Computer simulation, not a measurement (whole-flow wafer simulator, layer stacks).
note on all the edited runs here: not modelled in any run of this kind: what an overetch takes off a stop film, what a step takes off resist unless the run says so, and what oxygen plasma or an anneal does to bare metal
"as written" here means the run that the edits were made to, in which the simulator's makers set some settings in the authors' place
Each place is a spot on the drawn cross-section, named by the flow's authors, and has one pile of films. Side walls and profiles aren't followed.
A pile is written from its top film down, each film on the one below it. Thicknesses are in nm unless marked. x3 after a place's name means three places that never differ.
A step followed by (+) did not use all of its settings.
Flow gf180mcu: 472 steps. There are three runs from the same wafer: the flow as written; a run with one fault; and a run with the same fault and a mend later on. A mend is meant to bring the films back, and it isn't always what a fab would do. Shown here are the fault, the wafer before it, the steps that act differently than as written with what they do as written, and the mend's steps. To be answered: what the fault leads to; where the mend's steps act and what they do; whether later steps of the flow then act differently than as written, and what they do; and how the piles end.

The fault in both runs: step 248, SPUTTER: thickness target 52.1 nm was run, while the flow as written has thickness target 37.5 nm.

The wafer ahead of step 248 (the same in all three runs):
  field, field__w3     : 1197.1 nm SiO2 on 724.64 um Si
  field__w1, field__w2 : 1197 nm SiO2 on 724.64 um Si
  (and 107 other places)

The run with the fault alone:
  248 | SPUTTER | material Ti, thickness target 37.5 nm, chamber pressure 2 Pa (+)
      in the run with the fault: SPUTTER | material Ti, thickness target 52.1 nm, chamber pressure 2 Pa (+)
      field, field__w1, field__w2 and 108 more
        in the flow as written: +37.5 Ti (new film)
        in the run with the fault: +52.1 Ti (new film)
  Later steps of the flow acting differently than as written:
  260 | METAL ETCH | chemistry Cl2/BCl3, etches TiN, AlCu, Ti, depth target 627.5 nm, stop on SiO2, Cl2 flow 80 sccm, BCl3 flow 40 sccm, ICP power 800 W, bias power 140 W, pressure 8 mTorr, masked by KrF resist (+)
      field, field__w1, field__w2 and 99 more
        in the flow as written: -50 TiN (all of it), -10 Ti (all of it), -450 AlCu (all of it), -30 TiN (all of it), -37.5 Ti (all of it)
        in the run with the fault: -50 TiN (all of it), -10 Ti (all of it), -450 AlCu (all of it), -30 TiN (all of it), -52.1 Ti (all of it)
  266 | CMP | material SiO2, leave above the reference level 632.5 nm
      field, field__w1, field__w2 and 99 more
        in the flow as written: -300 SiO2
        in the run with the fault: -285.4 SiO2
  At field__w8, contact, m1 and 6 more, the piles at the end differ from the flow's by more than 2% or 0.5 nm, whichever is larger.
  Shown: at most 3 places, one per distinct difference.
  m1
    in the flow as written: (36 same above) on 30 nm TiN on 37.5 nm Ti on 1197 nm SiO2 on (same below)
    in the run with the fault: (36 same above) on 30 nm TiN on 52.1 nm Ti on 1197 nm SiO2 on (same below)
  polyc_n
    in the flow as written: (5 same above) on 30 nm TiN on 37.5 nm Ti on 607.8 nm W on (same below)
    in the run with the fault: (5 same above) on 30 nm TiN on 52.1 nm Ti on 607.8 nm W on (same below)
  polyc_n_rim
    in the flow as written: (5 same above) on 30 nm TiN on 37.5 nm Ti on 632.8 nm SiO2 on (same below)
    in the run with the fault: (5 same above) on 30 nm TiN on 52.1 nm Ti on 632.8 nm SiO2 on (same below)

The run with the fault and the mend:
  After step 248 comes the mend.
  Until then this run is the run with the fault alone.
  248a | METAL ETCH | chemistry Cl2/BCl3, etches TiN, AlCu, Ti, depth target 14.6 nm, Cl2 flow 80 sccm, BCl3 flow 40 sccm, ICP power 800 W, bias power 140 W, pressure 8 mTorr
      field, field__w1, field__w2 and 108 more
        -14.6 Ti
  Later steps of the flow that are run all act as written at every place that is followed.
  At every place that both follow, the piles at the end match the flow's.
